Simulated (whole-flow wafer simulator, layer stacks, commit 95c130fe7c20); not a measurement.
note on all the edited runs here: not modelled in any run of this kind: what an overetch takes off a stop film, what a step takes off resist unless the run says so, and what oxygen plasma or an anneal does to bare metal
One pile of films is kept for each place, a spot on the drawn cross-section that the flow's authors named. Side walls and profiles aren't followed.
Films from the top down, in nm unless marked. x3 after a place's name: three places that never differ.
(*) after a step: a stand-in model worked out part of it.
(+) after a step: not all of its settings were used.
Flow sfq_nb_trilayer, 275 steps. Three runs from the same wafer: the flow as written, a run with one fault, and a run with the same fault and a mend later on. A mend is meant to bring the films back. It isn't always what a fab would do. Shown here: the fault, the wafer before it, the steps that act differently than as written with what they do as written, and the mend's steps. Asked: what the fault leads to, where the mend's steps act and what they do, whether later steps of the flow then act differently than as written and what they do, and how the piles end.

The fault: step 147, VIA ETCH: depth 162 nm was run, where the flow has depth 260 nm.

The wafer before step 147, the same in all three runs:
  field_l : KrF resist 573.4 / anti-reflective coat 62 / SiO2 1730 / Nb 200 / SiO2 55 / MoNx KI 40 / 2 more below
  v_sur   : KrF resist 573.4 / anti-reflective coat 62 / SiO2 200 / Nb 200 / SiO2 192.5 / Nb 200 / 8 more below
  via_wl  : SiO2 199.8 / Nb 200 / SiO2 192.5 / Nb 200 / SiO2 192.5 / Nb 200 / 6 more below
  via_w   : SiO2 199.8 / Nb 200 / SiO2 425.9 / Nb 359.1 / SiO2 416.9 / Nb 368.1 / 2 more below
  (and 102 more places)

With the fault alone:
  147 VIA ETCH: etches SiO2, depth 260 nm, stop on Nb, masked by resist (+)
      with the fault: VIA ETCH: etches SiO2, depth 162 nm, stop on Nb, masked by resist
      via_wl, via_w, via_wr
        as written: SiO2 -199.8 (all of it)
        with the fault: SiO2 -162
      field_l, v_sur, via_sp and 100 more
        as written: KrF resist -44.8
        with the fault: KrF resist -27.9
  Later steps of the flow that act differently than as written (5 more steps differ only slightly, by at most 2% or 0.5 nm, whichever is larger, and aren't shown):
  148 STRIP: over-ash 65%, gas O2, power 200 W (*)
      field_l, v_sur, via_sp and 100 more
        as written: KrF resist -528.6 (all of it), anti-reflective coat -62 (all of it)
        with the fault: KrF resist -545.5 (all of it), anti-reflective coat -62 (all of it)
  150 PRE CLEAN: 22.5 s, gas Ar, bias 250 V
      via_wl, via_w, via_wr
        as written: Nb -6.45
        with the fault: SiO2 -7.5
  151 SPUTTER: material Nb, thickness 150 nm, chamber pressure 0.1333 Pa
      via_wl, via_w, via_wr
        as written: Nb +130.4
        with the fault: Nb +134.7 (new film)
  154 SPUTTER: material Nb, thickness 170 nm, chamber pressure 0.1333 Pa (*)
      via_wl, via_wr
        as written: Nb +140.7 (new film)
        with the fault: Nb +147.1 (new film)
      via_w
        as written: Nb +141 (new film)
        with the fault: Nb +147.4 (new film)
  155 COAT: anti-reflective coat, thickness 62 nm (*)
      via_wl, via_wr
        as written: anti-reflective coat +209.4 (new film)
        with the fault: anti-reflective coat +174 (new film)
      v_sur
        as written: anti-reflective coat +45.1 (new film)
        with the fault: anti-reflective coat +46.7 (new film)
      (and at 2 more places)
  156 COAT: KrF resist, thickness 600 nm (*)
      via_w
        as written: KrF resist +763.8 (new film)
        with the fault: KrF resist +728.8 (new film)
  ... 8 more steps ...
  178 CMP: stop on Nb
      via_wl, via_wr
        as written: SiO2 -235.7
        with the fault: SiO2 -276.7
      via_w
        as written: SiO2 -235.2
        with the fault: SiO2 -276.2
  At the end the piles differ from the flow's by more than 2% or 0.5 nm, whichever is larger, at via_wl, via_w, via_wr.
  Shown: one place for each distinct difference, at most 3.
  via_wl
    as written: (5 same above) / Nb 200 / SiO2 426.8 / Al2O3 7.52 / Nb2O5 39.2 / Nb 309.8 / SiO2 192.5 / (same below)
    with the fault: (5 same above) / Nb 200 / SiO2 385.8 / Al2O3 7.64 / Nb2O5 39 / Nb 120.6 / SiO2 30.3 / Nb 200 / SiO2 192.5 / (same below)
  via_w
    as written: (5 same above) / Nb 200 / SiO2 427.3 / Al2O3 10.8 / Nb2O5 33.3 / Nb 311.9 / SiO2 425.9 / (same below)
    with the fault: (5 same above) / Nb 200 / SiO2 386.3 / Al2O3 11.2 / Nb2O5 32.6 / Nb 122.9 / SiO2 30.3 / Nb 200 / SiO2 425.9 / (same below)

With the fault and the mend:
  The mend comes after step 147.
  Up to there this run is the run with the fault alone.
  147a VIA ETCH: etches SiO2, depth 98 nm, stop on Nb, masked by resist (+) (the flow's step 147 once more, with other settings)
      field_l, v_sur, via_sp and 100 more
        KrF resist -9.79
      via_wl, via_w, via_wr
        SiO2 -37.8 (all of it)
  No later step of the flow acts differently than as written, at any place that is followed, by more than 2% or 0.5 nm, whichever is larger.
  At the end the piles are the same as the flow's at every place that both follow.
